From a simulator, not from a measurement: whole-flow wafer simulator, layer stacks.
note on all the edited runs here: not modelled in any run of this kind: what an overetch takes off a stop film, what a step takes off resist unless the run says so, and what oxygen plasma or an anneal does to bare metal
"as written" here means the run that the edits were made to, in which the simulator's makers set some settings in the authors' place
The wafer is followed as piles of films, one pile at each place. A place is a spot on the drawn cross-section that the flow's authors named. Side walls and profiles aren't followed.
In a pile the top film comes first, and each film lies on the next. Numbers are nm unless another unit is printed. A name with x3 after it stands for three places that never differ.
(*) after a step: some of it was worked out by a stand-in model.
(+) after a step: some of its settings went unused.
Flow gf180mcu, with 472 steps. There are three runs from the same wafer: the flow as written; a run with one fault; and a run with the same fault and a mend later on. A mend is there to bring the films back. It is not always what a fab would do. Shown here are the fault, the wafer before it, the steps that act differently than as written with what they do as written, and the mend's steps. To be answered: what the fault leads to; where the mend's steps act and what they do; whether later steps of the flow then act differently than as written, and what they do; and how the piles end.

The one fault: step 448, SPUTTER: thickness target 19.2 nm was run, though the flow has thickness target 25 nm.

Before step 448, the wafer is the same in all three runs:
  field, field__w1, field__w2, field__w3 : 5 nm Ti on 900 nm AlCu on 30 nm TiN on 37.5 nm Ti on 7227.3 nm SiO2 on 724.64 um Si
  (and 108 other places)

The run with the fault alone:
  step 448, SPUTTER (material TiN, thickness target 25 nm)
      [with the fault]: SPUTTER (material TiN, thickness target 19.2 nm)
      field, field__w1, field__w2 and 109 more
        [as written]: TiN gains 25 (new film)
        [with the fault]: TiN gains 19.2 (new film)
  Steps later in the flow that act otherwise than as written (5 other steps are not shown; they differ only slightly, by no more than 2% or 0.5 nm, whichever is larger):
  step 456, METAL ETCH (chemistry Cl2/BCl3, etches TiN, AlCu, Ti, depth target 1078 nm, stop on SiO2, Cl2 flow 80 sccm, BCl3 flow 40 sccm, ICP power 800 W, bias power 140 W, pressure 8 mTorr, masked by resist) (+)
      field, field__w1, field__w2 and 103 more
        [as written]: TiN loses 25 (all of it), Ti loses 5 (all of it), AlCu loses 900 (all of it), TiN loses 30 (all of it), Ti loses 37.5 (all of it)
        [with the fault]: TiN loses 19.2 (all of it), Ti loses 5 (all of it), AlCu loses 900 (all of it), TiN loses 30 (all of it), Ti loses 37.5 (all of it)
  The piles end different from the flow's at field__w8, contact, m1, m1__w1, pad, m1_nw by more than 2% or 0.5 nm, whichever is larger.
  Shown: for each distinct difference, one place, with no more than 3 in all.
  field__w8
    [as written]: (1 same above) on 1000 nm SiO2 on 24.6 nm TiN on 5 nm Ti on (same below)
    [with the fault]: (1 same above) on 1000 nm SiO2 on 18.8 nm TiN on 5 nm Ti on (same below)
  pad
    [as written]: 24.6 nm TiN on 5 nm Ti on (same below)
    [with the fault]: 18.8 nm TiN on 5 nm Ti on (same below)

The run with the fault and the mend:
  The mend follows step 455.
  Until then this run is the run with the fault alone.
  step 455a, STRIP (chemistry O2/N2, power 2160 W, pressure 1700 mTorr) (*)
      field__w8, contact, m1, m1__w1, pad, m1_nw
        resist loses 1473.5 (all of it)
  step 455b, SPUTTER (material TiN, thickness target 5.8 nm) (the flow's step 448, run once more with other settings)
      field, field__w1, field__w2 and 109 more
        TiN gains 5.8
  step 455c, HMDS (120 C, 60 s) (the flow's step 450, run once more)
      alters no film at any place that is followed
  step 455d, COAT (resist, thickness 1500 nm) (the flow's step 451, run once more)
      field, field__w1, field__w2 and 109 more
        resist gains 1500 (new film)
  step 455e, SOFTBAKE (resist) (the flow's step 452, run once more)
      alters no film at any place that is followed
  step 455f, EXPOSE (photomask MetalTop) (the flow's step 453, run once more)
      alters no film at any place that is followed
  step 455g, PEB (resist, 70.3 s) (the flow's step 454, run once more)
      field, field__w1, field__w2 and 109 more
        resist loses 26.5
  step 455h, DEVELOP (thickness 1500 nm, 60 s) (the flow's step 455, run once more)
      field, field__w1, field__w2 and 103 more
        resist loses 1473.5 (all of it)
  Later steps of the flow that are run all act as written at every place that is followed.
  By the end, the piles equal the flow's at every place that both follow.
